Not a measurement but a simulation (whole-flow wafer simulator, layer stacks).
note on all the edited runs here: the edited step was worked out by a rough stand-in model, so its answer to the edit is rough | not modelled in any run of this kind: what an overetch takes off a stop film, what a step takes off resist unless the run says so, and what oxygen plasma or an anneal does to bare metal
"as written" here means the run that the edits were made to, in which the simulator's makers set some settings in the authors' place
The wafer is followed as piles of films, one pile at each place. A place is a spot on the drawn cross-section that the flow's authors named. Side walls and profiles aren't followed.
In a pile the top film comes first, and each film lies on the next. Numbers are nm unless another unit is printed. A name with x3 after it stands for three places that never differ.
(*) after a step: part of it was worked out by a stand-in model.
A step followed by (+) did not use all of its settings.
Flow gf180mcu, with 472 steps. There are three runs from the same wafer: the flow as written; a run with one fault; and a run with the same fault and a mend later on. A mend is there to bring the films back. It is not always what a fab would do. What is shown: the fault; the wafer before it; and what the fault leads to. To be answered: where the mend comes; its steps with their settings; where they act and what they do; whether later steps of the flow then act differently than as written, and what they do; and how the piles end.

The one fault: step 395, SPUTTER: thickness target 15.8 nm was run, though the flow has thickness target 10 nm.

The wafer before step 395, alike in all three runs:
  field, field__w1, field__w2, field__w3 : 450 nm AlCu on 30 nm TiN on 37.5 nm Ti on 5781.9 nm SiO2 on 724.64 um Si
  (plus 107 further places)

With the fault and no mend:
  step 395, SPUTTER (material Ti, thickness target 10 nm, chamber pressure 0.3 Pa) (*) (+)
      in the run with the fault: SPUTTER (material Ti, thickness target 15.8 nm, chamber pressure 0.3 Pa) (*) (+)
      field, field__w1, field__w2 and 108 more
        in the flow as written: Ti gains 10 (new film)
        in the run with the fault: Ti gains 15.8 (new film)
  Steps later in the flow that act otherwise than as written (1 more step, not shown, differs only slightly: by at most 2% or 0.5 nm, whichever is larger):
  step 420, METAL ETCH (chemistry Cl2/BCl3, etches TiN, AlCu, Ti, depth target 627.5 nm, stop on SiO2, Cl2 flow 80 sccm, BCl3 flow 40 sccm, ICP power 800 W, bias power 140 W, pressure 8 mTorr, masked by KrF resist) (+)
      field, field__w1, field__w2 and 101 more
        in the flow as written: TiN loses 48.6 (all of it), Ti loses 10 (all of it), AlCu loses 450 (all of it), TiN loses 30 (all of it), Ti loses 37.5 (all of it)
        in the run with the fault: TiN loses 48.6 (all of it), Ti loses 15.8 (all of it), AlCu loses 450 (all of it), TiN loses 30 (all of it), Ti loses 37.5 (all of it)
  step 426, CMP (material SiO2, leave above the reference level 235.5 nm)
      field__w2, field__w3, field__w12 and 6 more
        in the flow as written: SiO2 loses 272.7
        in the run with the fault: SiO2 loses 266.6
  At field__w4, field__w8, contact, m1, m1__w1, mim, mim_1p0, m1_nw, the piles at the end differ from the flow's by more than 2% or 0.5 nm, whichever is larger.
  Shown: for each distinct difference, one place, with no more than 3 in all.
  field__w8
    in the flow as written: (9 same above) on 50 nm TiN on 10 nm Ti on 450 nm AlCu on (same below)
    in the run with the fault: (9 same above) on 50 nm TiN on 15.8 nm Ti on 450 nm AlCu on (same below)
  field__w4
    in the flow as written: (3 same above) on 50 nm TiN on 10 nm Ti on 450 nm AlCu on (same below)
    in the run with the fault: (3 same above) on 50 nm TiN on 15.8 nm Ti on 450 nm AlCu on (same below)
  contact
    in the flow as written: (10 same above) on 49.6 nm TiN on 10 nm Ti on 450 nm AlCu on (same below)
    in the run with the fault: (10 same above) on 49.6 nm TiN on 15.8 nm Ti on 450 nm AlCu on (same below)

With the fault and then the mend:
  The mend follows step 419.
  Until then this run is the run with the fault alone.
  step 420, METAL ETCH (chemistry Cl2/BCl3, etches TiN, AlCu, Ti, depth target 633.3 nm, stop on SiO2, Cl2 flow 80 sccm, BCl3 flow 40 sccm, ICP power 800 W, bias power 140 W, pressure 8 mTorr, masked by KrF resist) (+) (the flow's step 420, as written with depth target 627.5 nm)
      field, field__w1, field__w2 and 101 more
        TiN loses 48.6 (all of it), Ti loses 15.8 (all of it), AlCu loses 450 (all of it), TiN loses 30 (all of it), Ti loses 37.5 (all of it)
      field__w4, field__w8, contact, m1, m1__w1, mim, mim_1p0, m1_nw
        KrF resist loses 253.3
  Steps later in the flow that act otherwise than as written (2 more steps, not shown, differ only slightly: by at most 2% or 0.5 nm, whichever is larger):
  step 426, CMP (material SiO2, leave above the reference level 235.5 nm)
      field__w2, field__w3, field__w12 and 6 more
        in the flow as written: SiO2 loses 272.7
        in the run with the mend: SiO2 loses 266.6
  At field__w4, field__w8, contact, m1, m1__w1, mim, mim_1p0, m1_nw, the piles at the end differ from the flow's by more than 2% or 0.5 nm, whichever is larger.
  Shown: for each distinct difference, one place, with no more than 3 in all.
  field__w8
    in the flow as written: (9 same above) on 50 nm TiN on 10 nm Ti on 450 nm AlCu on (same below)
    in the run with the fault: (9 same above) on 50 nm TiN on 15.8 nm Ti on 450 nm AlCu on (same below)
    in the run with the mend: (9 same above) on 50 nm TiN on 15.8 nm Ti on 450 nm AlCu on (same below)
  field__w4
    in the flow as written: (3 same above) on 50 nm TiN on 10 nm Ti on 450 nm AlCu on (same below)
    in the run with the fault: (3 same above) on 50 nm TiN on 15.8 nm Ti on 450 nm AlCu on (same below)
    in the run with the mend: (3 same above) on 50 nm TiN on 15.8 nm Ti on 450 nm AlCu on (same below)
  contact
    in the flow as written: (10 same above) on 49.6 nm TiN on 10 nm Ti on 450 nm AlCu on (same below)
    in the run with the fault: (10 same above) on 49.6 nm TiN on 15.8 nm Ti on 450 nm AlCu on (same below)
    in the run with the mend: (10 same above) on 49.6 nm TiN on 15.8 nm Ti on 450 nm AlCu on (same below)
